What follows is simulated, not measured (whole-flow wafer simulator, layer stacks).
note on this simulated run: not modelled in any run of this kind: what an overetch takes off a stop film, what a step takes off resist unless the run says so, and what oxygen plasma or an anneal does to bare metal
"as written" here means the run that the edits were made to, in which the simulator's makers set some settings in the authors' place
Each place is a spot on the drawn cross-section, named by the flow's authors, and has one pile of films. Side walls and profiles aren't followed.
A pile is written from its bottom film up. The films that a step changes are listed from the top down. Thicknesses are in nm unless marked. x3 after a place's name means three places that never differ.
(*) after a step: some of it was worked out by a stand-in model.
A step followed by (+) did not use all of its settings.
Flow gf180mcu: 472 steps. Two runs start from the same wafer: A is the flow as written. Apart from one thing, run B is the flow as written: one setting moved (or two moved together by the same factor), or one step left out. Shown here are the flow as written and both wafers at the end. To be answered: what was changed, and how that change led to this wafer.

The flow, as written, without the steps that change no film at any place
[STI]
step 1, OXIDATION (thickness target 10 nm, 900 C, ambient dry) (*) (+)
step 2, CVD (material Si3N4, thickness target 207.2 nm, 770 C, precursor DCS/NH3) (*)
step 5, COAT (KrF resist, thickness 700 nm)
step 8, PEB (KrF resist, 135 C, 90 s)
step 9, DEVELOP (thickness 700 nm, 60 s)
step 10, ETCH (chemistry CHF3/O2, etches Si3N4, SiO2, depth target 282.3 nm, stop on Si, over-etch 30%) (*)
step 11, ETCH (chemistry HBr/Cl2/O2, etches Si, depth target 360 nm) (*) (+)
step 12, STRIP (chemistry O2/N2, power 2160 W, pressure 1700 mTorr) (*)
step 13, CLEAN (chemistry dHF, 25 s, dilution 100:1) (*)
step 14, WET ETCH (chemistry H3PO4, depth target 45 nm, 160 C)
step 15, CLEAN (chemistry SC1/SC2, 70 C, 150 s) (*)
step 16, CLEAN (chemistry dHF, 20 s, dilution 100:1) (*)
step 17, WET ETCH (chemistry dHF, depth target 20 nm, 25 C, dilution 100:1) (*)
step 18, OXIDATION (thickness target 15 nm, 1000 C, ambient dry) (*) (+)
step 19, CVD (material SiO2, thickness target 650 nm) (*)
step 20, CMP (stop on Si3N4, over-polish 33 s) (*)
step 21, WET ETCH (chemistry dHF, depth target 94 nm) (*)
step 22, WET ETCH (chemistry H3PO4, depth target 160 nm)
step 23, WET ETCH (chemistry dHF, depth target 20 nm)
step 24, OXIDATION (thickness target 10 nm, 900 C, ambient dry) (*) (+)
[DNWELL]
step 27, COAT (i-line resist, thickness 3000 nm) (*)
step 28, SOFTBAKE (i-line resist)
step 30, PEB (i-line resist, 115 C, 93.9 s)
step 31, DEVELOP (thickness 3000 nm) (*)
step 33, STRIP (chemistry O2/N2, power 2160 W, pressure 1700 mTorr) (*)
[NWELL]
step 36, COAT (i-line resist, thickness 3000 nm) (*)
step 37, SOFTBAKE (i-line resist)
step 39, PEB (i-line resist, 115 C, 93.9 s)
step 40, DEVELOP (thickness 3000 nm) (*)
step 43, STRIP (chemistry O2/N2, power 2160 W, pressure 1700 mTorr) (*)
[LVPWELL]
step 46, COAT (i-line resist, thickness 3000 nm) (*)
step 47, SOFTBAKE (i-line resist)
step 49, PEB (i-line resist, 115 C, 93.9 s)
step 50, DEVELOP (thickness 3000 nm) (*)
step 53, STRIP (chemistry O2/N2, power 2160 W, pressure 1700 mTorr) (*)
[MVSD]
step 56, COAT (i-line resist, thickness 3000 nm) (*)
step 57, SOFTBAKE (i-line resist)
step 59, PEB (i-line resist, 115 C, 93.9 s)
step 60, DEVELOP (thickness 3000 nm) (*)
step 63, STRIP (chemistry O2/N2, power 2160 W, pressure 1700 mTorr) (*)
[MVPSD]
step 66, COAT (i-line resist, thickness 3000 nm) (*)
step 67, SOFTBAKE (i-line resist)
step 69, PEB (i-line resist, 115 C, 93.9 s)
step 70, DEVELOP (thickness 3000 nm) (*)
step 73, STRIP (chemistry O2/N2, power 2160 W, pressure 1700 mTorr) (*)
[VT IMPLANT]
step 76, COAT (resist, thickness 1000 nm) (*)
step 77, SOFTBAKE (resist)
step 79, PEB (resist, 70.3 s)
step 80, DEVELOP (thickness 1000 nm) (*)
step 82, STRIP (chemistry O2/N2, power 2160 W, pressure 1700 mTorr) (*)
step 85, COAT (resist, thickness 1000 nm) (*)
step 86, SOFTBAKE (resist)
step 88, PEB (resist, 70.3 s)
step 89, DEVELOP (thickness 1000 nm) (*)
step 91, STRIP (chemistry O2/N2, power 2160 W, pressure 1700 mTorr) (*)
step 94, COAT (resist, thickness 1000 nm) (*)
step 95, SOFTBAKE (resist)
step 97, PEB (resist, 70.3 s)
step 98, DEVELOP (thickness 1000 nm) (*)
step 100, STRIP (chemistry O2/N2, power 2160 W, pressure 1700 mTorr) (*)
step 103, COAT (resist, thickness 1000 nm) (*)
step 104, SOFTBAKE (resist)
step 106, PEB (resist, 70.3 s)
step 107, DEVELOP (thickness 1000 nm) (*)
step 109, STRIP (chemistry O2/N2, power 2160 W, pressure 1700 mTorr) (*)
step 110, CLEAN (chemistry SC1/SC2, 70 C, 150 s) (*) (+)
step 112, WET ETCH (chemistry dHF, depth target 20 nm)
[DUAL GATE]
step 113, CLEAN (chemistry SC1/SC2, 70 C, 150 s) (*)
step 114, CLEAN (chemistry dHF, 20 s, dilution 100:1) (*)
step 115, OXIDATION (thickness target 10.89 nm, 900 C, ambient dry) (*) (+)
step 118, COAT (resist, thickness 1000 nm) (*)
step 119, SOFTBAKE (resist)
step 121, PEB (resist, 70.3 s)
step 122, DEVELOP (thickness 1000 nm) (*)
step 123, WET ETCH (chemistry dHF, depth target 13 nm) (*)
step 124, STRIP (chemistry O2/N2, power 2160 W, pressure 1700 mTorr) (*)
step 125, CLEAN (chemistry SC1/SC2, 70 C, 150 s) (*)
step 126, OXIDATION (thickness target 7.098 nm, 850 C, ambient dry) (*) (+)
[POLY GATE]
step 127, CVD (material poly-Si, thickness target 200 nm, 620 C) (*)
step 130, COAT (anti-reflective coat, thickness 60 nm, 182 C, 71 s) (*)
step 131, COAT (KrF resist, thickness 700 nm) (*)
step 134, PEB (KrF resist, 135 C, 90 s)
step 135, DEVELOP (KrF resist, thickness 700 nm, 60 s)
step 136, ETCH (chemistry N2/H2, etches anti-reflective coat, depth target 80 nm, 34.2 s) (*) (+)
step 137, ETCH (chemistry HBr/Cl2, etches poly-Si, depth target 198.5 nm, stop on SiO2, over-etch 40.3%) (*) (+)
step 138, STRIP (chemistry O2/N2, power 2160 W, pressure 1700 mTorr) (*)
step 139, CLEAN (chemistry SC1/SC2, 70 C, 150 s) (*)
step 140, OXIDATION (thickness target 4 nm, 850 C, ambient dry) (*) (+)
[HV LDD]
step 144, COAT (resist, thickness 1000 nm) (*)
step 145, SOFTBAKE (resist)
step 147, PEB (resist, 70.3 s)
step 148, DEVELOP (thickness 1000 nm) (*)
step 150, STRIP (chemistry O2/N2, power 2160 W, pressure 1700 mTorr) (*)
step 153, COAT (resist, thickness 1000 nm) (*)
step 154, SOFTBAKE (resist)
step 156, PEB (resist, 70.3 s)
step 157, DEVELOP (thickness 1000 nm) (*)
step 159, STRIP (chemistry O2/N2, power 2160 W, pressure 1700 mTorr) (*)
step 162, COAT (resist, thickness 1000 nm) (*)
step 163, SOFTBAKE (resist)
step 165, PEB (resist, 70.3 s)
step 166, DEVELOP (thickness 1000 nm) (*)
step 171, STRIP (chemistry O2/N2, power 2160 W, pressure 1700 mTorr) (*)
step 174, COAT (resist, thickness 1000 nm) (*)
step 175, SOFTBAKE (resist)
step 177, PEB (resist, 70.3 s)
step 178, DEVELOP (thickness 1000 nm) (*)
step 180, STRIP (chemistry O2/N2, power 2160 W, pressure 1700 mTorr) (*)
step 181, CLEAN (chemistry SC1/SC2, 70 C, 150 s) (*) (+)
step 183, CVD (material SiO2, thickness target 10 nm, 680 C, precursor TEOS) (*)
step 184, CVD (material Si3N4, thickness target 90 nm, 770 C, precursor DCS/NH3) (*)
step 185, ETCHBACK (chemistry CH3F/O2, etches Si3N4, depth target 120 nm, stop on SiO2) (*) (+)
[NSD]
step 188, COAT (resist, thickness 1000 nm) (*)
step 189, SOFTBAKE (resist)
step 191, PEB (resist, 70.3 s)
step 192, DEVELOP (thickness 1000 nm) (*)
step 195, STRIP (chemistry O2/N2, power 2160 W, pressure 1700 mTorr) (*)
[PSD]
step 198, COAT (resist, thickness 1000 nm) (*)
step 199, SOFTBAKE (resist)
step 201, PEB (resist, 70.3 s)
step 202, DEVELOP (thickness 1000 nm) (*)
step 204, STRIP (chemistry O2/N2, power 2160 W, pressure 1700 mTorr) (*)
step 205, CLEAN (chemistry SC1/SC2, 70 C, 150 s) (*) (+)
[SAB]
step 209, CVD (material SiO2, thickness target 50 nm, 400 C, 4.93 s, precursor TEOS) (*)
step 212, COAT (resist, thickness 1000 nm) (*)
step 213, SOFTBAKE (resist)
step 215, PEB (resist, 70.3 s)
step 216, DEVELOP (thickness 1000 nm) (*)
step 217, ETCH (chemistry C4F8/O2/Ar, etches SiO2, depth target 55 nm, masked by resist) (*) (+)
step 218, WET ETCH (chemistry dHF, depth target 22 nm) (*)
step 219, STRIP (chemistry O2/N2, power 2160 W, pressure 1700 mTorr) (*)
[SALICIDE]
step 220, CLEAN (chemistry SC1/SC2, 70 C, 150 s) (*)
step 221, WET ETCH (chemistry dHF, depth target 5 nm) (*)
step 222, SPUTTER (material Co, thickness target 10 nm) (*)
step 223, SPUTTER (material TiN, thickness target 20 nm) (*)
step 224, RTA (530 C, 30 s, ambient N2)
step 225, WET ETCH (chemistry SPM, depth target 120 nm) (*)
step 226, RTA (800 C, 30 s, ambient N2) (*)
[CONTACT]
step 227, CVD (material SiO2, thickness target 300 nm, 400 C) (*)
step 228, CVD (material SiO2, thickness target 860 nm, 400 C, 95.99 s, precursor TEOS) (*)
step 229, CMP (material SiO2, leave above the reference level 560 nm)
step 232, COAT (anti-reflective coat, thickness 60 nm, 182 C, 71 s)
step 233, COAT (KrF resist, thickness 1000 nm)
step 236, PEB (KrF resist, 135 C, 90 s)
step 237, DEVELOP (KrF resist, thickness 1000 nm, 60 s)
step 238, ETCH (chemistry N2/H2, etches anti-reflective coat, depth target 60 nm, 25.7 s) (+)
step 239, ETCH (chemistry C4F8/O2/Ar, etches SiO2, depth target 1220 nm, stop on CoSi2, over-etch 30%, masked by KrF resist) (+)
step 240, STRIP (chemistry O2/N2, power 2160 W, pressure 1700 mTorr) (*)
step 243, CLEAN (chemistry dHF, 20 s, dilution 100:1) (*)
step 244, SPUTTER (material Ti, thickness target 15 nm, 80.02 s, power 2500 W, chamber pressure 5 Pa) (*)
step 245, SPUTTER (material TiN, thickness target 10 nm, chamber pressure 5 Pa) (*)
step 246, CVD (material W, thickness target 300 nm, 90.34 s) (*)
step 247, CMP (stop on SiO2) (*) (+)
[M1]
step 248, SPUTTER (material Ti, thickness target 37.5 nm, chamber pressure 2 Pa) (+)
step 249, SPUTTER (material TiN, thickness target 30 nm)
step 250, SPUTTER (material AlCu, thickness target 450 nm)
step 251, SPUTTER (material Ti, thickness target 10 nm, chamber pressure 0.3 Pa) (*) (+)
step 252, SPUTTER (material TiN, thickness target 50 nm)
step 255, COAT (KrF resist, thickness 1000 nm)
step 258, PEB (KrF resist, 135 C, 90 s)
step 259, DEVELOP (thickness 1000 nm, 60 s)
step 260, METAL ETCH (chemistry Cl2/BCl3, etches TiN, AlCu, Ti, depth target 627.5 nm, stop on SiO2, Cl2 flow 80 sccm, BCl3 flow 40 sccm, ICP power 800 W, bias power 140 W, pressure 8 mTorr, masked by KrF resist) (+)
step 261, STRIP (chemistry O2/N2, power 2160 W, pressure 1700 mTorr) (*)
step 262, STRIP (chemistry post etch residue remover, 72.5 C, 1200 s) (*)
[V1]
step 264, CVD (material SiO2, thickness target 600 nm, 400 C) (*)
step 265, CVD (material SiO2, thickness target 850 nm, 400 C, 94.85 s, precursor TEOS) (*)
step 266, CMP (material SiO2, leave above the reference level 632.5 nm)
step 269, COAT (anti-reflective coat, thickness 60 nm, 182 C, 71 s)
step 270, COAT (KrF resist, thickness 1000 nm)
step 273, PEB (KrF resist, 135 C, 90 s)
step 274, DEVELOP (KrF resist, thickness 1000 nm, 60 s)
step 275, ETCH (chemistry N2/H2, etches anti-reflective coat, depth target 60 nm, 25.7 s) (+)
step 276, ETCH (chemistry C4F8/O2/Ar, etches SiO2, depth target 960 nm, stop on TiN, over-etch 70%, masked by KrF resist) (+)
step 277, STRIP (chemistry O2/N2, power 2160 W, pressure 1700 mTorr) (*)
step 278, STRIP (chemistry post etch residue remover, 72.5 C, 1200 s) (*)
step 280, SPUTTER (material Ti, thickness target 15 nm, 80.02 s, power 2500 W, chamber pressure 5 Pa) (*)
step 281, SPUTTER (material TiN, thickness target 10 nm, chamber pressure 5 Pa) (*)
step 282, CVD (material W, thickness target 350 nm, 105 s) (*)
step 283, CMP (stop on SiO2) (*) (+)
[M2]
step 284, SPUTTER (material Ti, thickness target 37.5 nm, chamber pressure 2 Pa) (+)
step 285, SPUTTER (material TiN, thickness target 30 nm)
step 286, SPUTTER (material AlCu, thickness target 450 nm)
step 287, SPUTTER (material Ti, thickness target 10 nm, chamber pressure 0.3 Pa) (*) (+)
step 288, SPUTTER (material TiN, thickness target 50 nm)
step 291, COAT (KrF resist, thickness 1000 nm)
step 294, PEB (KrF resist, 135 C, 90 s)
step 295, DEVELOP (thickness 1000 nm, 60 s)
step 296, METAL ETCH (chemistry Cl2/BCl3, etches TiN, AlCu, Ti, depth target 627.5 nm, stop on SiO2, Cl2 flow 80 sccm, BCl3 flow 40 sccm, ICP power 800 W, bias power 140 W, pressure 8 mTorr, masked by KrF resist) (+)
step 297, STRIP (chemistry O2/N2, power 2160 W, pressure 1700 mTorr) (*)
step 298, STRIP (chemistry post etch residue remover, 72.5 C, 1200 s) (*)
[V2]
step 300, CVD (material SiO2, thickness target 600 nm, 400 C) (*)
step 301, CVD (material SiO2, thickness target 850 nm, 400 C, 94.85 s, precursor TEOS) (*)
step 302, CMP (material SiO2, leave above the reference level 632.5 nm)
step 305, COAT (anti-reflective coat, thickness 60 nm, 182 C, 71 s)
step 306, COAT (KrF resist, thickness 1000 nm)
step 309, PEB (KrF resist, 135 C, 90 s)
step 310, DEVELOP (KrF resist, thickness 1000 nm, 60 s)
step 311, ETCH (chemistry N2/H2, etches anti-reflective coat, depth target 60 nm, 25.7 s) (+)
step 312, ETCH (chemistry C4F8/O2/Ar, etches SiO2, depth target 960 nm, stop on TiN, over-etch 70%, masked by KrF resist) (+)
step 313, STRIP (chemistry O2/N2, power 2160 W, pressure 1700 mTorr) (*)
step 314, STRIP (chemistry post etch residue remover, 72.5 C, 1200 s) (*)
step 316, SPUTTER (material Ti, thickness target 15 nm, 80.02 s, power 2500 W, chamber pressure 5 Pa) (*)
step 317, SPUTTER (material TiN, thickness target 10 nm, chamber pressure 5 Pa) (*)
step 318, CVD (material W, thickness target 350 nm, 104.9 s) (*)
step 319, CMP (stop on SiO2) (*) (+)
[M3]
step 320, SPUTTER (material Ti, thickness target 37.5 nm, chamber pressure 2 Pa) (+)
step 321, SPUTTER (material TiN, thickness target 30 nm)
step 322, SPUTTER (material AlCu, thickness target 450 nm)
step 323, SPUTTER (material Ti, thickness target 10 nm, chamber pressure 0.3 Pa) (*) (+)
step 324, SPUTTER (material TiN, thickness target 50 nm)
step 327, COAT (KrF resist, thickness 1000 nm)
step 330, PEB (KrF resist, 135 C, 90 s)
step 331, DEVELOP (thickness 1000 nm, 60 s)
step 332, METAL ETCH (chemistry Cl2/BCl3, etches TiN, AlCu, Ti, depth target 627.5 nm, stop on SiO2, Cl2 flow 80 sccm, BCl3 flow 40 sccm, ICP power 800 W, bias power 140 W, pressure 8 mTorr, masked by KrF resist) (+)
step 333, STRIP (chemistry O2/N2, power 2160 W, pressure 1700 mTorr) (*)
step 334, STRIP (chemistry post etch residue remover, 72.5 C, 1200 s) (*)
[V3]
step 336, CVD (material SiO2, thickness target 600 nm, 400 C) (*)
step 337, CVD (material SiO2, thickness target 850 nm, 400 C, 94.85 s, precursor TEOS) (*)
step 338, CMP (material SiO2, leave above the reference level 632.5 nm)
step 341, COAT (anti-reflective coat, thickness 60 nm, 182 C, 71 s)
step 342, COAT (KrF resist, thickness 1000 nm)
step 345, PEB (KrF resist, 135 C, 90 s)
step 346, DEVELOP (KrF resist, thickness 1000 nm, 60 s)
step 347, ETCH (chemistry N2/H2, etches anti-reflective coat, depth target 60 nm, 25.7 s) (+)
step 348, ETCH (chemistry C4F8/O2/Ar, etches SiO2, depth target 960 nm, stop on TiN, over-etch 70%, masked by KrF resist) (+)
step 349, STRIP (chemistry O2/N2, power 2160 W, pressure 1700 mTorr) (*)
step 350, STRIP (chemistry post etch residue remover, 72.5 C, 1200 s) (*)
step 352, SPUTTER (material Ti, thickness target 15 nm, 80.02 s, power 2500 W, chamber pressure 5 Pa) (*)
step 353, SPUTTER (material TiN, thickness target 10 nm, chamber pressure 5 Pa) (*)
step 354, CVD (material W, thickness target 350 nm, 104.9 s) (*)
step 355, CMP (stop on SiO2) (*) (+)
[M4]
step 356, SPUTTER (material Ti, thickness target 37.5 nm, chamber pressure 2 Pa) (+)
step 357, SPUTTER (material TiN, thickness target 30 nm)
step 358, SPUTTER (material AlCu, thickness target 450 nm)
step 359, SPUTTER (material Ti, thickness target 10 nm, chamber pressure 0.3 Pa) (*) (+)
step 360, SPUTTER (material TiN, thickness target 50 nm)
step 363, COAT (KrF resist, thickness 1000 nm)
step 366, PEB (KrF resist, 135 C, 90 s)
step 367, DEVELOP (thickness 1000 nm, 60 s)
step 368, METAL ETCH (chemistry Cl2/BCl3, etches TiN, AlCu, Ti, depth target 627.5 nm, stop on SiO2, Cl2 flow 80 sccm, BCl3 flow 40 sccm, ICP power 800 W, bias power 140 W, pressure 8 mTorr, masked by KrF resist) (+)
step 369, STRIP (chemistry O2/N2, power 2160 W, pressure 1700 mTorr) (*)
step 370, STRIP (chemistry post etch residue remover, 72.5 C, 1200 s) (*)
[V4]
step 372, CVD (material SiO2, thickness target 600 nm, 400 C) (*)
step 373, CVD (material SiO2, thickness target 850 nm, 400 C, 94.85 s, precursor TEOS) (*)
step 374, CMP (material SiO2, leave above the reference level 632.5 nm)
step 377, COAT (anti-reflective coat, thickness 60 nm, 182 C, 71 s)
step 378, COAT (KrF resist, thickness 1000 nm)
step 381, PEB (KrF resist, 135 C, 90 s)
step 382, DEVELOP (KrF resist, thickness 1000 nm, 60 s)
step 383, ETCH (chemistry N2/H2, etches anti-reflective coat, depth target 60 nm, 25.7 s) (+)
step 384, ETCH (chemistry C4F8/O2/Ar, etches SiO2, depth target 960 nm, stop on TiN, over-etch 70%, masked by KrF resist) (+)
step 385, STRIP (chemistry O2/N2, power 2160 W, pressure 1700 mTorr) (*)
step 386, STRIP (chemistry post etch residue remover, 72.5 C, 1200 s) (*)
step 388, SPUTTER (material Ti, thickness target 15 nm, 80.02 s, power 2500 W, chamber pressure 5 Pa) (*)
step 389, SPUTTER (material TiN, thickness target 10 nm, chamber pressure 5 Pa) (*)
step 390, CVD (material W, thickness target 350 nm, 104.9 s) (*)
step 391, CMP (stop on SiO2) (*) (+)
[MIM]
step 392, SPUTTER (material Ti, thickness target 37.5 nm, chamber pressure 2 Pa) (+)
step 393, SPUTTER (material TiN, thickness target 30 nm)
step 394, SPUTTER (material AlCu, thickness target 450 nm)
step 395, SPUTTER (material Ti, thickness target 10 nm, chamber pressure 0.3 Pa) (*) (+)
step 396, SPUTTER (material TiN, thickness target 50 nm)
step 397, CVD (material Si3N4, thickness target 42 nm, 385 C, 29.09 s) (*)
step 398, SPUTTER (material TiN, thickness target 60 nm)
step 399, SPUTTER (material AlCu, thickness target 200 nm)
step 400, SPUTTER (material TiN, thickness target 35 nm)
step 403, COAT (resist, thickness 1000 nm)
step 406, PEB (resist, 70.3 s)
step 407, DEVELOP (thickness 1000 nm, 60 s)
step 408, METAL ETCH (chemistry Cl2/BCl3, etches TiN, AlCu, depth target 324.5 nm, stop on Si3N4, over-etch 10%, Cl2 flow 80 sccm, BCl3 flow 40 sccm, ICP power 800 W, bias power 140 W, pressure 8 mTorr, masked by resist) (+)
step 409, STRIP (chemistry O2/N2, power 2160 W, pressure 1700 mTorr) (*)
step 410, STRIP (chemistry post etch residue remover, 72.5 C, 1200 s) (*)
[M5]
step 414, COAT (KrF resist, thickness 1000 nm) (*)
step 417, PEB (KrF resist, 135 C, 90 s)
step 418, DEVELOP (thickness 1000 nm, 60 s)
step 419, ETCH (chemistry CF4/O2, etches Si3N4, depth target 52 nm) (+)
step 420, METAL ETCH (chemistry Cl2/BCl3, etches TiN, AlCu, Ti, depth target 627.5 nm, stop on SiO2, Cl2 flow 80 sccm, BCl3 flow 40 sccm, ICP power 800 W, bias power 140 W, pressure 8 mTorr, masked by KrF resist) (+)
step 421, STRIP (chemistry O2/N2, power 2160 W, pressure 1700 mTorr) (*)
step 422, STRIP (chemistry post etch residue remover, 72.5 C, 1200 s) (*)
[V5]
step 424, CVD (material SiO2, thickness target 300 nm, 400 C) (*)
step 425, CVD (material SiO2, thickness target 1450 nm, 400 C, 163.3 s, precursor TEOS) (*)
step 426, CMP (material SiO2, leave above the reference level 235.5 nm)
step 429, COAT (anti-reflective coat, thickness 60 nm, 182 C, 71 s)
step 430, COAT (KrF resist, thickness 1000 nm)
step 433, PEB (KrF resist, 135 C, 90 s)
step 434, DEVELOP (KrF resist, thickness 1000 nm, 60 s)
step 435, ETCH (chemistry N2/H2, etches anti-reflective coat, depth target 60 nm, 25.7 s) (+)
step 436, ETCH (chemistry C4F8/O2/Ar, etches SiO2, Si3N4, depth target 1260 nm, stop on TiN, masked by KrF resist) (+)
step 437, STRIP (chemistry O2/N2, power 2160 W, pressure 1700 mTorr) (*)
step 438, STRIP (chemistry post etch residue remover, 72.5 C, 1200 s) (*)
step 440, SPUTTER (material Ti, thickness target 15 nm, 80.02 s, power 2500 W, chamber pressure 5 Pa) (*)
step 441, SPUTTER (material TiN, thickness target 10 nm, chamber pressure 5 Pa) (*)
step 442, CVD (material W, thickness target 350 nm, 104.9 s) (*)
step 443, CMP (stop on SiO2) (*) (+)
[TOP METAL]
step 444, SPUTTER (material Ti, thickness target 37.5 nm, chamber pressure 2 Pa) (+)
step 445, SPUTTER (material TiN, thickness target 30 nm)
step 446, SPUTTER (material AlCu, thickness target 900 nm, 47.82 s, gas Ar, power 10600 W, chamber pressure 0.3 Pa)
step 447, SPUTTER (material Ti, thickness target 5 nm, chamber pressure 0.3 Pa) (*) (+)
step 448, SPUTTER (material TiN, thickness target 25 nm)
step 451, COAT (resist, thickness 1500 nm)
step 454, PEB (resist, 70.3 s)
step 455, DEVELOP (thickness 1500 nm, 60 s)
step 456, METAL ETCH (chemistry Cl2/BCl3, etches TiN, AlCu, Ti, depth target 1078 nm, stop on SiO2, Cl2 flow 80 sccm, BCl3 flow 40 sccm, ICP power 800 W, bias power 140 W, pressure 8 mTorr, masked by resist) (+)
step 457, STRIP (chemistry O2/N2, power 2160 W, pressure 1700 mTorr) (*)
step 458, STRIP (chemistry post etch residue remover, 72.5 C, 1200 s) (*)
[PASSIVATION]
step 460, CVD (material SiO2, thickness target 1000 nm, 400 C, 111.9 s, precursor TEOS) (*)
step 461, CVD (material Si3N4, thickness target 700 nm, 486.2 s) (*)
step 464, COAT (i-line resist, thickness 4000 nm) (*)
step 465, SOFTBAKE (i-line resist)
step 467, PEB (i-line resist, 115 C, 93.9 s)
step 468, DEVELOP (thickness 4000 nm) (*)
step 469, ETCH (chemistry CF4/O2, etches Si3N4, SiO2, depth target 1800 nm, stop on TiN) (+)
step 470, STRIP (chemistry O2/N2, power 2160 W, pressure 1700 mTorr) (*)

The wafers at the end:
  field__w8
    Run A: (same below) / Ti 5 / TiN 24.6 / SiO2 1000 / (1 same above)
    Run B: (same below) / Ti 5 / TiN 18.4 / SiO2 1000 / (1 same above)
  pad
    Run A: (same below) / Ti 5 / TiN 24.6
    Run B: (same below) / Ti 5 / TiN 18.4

What caused this: step 448, SPUTTER: thickness target 18.8 nm was run, though the flow has thickness target 25 nm.

How this came from the change, step by step:
  step 448, SPUTTER (material TiN, thickness target 25 nm)
      field, field__w1, field__w2 and 109 more: A TiN gains 25 (new film) | B TiN gains 18.8 (new film)
  step 456, METAL ETCH (chemistry Cl2/BCl3, etches TiN, AlCu, Ti, depth target 1078 nm, stop on SiO2, Cl2 flow 80 sccm, BCl3 flow 40 sccm, ICP power 800 W, bias power 140 W, pressure 8 mTorr, masked by resist) (+)
      field, field__w1, field__w2 and 103 more: A TiN loses 25 (all of it), Ti loses 5 (all of it), AlCu loses 900 (all of it), TiN loses 30 (all of it), Ti loses 37.5 (all of it) | B TiN loses 18.8 (all of it), Ti loses 5 (all of it), AlCu loses 900 (all of it), TiN loses 30 (all of it), Ti loses 37.5 (all of it)
